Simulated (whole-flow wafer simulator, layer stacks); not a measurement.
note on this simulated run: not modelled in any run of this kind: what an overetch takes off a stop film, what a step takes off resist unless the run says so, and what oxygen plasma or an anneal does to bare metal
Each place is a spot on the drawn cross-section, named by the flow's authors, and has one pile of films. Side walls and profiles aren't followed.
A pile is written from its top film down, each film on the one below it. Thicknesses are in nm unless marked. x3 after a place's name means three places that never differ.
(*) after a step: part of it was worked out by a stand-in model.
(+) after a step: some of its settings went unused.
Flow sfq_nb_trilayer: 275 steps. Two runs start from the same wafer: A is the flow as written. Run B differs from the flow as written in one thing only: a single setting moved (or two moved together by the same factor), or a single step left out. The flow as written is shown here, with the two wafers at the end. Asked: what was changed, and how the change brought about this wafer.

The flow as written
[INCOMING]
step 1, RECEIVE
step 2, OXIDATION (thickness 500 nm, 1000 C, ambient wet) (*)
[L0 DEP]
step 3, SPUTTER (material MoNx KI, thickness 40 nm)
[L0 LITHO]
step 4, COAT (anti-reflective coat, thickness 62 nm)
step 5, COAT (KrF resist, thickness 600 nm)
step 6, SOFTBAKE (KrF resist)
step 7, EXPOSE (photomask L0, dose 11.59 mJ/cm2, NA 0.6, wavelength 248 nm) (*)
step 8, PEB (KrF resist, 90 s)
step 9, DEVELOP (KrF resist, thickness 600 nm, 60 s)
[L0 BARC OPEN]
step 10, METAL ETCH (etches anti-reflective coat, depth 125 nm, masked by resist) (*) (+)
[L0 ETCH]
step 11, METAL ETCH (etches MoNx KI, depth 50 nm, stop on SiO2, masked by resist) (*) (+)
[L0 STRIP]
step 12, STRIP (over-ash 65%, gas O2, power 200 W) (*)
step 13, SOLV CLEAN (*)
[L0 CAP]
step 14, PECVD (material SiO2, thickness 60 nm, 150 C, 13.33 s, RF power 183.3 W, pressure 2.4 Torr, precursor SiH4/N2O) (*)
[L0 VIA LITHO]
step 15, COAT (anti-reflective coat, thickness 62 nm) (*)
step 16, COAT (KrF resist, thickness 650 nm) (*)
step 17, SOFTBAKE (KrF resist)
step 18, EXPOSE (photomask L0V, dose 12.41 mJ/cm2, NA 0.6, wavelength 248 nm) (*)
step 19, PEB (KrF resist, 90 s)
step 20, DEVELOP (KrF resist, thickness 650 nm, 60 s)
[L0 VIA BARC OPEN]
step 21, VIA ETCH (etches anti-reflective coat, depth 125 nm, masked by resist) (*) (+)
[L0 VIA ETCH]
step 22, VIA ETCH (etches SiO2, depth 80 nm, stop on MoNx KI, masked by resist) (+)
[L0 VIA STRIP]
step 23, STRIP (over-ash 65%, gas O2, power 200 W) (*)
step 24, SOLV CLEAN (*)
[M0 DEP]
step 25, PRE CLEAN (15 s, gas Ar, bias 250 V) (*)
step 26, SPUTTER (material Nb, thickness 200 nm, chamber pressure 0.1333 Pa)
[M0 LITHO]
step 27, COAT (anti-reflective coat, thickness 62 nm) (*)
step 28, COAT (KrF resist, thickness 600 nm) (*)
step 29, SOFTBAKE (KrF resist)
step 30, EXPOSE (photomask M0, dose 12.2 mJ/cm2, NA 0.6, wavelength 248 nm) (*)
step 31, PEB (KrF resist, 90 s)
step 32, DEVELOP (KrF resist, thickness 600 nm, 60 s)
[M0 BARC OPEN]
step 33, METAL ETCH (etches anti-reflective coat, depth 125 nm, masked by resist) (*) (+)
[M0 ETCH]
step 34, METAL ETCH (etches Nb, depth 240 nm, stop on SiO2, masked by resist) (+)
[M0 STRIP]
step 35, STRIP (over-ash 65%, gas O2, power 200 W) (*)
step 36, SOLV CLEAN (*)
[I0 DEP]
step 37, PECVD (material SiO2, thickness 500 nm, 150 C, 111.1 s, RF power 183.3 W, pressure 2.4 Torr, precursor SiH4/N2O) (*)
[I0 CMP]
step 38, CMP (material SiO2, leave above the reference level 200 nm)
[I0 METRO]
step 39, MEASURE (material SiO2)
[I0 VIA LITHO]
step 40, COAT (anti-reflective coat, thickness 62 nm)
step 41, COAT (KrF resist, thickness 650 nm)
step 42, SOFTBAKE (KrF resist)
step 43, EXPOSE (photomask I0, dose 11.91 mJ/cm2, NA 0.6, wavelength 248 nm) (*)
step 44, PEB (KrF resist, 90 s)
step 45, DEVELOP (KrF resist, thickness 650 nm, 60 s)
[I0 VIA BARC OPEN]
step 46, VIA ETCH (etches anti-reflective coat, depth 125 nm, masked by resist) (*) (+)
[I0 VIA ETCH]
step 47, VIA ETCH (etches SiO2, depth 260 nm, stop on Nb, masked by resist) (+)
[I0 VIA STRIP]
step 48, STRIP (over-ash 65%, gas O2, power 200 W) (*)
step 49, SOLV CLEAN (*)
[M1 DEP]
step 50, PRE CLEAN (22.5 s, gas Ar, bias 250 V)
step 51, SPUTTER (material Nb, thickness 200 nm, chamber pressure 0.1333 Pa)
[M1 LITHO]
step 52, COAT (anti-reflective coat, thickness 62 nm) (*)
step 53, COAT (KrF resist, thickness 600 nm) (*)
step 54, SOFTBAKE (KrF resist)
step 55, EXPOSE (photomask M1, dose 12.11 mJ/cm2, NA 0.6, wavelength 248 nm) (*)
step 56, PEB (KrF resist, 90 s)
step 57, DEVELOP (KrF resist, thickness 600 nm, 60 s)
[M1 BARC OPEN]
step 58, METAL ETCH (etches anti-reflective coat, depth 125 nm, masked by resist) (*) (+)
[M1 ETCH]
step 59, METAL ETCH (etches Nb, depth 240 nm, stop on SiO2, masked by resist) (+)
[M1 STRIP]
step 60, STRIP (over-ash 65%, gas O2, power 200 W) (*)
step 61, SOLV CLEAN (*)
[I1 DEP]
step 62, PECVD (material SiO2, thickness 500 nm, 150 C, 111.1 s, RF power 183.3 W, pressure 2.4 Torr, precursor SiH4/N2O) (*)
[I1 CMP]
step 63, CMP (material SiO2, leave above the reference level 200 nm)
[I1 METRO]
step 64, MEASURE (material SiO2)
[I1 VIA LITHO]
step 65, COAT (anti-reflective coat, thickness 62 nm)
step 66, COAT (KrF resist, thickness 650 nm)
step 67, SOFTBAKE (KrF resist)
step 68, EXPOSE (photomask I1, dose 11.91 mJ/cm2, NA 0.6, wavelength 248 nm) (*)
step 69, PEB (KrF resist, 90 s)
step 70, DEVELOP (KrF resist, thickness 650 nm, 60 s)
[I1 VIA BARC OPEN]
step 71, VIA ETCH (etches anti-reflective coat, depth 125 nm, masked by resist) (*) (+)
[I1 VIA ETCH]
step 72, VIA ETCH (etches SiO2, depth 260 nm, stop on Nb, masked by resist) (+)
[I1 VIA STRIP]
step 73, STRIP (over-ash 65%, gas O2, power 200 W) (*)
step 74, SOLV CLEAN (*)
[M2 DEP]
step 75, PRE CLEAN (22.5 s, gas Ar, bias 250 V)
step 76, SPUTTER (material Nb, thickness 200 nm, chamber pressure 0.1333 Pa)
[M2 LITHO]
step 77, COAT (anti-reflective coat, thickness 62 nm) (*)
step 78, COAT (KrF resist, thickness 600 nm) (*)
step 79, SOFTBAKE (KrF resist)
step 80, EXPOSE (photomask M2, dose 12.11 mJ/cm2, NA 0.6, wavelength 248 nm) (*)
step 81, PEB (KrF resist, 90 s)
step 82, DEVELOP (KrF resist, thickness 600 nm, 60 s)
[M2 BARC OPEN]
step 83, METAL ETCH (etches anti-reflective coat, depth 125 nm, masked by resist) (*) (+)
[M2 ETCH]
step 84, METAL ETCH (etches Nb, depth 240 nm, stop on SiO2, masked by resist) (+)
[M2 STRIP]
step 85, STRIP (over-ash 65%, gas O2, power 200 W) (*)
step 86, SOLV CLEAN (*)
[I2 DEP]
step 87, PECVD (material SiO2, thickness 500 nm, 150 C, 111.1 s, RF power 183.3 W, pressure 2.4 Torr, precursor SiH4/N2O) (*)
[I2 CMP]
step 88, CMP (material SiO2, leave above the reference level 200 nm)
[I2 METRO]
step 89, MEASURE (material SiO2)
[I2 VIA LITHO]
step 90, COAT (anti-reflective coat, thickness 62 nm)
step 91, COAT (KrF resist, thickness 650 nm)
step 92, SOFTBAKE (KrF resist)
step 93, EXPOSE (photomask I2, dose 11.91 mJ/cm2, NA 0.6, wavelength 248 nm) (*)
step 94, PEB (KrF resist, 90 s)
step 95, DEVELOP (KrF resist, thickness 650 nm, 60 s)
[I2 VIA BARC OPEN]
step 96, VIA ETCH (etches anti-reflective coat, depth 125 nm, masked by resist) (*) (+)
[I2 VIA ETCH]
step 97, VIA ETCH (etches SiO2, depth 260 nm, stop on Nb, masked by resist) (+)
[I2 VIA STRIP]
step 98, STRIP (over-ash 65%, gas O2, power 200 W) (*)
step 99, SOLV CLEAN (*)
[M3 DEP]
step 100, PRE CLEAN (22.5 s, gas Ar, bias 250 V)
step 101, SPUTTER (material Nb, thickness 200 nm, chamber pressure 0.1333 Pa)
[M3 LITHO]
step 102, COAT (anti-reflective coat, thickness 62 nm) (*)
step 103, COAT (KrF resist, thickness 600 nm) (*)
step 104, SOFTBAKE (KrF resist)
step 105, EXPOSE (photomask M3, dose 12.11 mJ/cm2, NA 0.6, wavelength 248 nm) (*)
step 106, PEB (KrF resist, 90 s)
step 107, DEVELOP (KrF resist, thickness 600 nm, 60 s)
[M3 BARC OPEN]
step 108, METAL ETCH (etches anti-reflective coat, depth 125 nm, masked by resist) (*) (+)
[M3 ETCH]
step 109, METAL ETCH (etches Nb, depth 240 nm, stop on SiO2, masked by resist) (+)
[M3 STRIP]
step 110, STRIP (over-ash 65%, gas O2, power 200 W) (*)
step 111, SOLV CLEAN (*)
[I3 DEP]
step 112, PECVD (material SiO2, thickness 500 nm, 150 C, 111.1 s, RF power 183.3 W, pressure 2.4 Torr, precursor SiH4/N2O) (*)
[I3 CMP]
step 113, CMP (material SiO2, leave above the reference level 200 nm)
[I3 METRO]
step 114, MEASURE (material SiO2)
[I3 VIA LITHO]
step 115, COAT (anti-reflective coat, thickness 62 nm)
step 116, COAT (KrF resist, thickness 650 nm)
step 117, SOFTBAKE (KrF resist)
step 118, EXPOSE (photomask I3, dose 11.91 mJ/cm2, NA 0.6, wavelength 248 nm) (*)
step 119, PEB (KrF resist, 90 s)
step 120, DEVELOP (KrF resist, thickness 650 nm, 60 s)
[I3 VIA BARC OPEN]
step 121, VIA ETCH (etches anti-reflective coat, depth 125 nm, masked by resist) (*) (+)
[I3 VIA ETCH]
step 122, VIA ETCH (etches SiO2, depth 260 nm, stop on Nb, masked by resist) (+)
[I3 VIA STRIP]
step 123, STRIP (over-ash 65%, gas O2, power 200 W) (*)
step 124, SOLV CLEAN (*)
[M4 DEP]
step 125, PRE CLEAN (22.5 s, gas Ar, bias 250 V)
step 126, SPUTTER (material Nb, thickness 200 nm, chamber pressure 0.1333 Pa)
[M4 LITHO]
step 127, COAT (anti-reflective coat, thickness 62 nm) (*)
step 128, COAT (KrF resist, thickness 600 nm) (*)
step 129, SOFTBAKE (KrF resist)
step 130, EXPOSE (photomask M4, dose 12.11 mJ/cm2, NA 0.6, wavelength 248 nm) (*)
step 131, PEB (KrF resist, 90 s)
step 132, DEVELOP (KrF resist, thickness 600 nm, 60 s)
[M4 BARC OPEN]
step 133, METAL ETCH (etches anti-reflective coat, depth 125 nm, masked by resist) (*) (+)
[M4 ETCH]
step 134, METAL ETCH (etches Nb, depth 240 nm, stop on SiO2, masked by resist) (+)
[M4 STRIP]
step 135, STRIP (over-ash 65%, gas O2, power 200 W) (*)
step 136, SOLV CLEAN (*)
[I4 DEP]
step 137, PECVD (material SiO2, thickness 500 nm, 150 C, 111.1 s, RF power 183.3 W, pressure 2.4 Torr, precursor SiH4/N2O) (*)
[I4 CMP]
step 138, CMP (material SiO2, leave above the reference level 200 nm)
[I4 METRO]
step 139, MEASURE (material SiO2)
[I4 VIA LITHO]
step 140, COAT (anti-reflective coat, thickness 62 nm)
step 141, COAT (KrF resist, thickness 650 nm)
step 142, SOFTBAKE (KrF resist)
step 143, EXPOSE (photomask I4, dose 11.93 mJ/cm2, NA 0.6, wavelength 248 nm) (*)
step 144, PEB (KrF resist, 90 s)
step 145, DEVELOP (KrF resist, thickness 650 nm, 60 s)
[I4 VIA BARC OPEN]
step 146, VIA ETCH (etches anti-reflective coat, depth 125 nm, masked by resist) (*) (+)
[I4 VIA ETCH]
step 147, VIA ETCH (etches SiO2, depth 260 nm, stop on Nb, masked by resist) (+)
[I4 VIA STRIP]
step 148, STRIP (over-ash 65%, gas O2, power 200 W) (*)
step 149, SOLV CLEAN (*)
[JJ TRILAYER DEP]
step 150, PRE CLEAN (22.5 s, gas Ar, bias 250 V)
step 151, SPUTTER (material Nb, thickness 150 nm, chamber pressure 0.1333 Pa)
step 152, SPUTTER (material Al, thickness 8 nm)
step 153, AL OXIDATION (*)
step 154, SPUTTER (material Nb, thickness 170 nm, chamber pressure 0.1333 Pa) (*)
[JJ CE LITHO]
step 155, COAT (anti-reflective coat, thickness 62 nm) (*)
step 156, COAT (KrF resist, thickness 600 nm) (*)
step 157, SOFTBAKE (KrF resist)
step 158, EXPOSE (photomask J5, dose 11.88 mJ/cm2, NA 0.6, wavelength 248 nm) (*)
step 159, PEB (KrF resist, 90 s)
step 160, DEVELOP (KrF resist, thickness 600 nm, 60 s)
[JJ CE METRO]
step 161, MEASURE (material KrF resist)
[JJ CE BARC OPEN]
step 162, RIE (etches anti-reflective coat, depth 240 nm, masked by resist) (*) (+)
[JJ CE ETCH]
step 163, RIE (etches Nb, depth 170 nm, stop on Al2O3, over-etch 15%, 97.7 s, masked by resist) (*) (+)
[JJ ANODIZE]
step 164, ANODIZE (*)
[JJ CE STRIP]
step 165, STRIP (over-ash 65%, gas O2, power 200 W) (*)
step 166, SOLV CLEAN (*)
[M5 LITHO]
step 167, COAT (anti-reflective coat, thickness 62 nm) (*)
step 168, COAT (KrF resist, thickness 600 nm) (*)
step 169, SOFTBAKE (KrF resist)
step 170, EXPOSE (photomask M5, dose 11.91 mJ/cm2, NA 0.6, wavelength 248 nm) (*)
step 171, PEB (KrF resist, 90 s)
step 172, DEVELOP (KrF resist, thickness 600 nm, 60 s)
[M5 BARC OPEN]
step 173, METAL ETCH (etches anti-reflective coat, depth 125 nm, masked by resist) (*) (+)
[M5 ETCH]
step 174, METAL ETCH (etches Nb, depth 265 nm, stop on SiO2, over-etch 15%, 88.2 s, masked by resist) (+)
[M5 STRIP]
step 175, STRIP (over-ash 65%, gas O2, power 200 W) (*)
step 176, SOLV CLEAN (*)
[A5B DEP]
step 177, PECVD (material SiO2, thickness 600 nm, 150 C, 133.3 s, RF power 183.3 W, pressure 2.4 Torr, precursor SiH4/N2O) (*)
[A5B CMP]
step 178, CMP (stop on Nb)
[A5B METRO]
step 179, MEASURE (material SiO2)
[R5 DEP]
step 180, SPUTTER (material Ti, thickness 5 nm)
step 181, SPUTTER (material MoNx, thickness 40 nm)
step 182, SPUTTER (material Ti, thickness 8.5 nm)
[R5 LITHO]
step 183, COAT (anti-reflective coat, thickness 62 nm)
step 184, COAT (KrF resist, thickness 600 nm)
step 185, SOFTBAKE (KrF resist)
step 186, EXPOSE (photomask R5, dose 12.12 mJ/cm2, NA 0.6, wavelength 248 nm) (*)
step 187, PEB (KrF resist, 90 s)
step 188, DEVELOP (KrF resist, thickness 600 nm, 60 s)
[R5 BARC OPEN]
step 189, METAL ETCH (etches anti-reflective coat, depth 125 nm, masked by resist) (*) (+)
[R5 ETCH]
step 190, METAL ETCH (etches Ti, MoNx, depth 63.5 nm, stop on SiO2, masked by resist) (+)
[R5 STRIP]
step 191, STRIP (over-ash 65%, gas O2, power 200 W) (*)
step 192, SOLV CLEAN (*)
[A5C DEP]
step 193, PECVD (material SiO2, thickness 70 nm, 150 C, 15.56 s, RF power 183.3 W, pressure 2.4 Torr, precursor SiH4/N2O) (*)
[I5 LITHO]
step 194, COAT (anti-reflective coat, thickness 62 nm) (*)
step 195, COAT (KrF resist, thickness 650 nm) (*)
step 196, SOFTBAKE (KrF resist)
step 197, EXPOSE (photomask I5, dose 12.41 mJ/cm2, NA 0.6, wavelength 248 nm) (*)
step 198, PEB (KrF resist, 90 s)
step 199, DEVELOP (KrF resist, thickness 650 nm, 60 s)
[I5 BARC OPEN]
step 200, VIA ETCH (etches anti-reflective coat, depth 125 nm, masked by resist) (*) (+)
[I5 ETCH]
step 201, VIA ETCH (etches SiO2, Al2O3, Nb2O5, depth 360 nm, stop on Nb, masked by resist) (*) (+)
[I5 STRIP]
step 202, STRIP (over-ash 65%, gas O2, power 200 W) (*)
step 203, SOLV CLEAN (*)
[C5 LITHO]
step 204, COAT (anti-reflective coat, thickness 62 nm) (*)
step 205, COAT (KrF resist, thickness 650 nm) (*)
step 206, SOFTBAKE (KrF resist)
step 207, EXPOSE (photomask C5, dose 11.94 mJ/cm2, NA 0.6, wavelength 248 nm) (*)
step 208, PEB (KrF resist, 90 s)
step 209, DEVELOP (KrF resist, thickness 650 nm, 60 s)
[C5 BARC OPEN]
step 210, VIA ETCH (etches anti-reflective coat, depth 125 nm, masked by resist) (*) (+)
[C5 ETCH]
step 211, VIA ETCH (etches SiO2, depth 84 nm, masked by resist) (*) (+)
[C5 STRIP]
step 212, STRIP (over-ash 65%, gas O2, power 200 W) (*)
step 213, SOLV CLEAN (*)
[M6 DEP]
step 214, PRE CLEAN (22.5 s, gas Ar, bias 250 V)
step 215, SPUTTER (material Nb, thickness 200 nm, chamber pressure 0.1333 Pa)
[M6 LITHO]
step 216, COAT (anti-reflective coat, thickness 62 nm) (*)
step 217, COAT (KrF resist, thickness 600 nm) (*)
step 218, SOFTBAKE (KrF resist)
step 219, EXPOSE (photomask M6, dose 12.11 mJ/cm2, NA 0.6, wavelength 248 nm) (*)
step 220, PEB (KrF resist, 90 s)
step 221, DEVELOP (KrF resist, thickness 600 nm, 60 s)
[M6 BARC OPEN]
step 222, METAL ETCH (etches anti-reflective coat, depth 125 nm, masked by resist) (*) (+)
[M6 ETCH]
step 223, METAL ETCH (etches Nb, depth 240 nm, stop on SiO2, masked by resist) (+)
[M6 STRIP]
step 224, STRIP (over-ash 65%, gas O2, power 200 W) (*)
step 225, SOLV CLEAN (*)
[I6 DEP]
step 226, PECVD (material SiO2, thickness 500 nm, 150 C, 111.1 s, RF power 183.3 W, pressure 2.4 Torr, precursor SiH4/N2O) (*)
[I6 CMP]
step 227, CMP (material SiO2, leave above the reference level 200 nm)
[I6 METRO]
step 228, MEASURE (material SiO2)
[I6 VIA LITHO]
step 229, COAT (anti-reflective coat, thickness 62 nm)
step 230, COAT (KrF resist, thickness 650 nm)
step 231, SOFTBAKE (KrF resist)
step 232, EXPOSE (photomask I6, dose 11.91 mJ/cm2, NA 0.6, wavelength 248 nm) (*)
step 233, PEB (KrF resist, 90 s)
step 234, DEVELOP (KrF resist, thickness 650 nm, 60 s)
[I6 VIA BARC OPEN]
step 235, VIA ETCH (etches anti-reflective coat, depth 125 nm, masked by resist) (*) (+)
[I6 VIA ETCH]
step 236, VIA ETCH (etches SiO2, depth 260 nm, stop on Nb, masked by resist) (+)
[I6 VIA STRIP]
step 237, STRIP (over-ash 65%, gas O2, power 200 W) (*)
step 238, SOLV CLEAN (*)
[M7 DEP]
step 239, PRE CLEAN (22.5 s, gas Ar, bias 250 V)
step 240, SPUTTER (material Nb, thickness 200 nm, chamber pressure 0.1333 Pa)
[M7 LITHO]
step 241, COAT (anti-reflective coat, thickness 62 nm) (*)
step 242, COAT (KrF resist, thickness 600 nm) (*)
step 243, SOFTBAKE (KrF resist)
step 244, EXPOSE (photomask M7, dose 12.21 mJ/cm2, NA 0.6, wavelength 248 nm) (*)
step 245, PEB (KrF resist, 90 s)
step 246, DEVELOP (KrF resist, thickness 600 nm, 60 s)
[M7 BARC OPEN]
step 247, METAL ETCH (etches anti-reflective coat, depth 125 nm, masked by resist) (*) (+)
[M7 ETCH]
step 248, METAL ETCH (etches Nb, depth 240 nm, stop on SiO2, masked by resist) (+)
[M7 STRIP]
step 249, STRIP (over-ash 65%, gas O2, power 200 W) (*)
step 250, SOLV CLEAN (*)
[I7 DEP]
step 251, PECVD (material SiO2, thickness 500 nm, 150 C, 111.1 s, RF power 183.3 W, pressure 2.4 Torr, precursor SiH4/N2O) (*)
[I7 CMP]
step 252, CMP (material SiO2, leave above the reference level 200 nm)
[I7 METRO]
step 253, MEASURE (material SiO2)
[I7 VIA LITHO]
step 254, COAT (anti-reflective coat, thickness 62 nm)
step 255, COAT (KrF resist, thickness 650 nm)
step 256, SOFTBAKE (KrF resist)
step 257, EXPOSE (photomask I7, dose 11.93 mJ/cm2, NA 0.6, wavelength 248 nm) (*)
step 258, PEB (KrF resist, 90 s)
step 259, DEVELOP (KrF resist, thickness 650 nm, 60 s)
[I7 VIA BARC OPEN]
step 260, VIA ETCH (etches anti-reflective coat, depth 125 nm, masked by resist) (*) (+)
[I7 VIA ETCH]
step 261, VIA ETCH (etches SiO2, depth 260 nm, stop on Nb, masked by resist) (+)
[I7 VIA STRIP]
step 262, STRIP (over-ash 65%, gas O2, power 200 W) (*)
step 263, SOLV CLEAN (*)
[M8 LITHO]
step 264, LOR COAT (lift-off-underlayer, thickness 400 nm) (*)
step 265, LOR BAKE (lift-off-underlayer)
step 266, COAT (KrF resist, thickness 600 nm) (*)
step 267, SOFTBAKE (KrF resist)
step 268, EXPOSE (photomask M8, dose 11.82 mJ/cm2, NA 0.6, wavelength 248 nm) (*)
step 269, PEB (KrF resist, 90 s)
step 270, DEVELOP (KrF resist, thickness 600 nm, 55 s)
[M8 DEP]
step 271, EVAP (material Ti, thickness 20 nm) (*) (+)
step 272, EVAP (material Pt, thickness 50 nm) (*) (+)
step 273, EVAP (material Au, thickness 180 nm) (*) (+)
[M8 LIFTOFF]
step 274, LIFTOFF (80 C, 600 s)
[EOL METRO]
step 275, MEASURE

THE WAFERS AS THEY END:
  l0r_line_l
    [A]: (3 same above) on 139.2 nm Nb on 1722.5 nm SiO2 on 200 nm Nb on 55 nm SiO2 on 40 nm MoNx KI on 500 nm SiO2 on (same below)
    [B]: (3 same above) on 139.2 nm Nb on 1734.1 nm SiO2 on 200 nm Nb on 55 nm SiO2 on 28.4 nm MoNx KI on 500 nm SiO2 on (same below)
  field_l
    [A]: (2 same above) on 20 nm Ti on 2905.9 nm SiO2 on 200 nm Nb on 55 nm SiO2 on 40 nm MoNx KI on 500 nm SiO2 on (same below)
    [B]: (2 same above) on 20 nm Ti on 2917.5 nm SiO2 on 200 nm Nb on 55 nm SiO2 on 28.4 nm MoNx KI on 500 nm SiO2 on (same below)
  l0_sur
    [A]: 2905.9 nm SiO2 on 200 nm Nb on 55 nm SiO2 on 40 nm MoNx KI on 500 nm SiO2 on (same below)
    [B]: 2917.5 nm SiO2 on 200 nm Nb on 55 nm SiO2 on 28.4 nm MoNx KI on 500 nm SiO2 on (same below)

The reason: step 3, SPUTTER: thickness 28.4 nm was run, while the flow as written has thickness 40 nm.
The wafer itself shows it: l0r_line_l has MoNx KI 28.4, and step 3 as written asks for 40 nm.

Step by step, how the change led to this:
  step 3, SPUTTER (material MoNx KI, thickness 40 nm)
      field_l, v_sur, via_wl and 103 more: A +40 MoNx KI (new film) | B +28.4 MoNx KI (new film)
  step 11, METAL ETCH (etches MoNx KI, depth 50 nm, stop on SiO2, masked by resist) (*) (+)
      v_sur, via_wl, via_w and 97 more: A -40 MoNx KI (all of it) | B -28.4 MoNx KI (all of it)
      field_l, l0_sur, l0v, l0r_line_l, l0r_line_c, l0r_line_r: A -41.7 KrF resist | B -35.5 KrF resist
  step 15, COAT (anti-reflective coat, thickness 62 nm) (*)
      field_l: A +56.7 anti-reflective coat (new film) | B +58.1 anti-reflective coat (new film)
      v_sur: A +72.2 anti-reflective coat (new film) | B +69.3 anti-reflective coat (new film)
      (as well as at 3 more places)
  step 23, STRIP (over-ash 65%, gas O2, power 200 W) (*)
      field_l: A -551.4 KrF resist (all of it), -56.7 anti-reflective coat (all of it) | B -553.9 KrF resist (all of it), -58.1 anti-reflective coat (all of it)
      v_sur: A -570.5 KrF resist (all of it), -72.2 anti-reflective coat (all of it) | B -567.2 KrF resist (all of it), -69.3 anti-reflective coat (all of it)
      (as well as at 3 more places)
  step 27, COAT (anti-reflective coat, thickness 62 nm) (*)
      field_l: A +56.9 anti-reflective coat (new film) | B +58.2 anti-reflective coat (new film)
      v_sur: A +72.3 anti-reflective coat (new film) | B +69.4 anti-reflective coat (new film)
      (as well as at 3 more places)
  step 35, STRIP (over-ash 65%, gas O2, power 200 W) (*)
      field_l: A -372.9 KrF resist (all of it), -56.9 anti-reflective coat (all of it) | B -375.7 KrF resist (all of it), -58.2 anti-reflective coat (all of it)
      v_sur: A -391.6 KrF resist (all of it), -72.3 anti-reflective coat (all of it) | B -388.7 KrF resist (all of it), -69.4 anti-reflective coat (all of it)
      (as well as at 3 more places)
  step 38, CMP (material SiO2, leave above the reference level 200 nm)
      field_l, l0_sur, l0r_line_l, l0r_line_c, l0r_line_r: A -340 SiO2 | B -328.4 SiO2
      l0v: A -277.8 SiO2 | B -266.2 SiO2
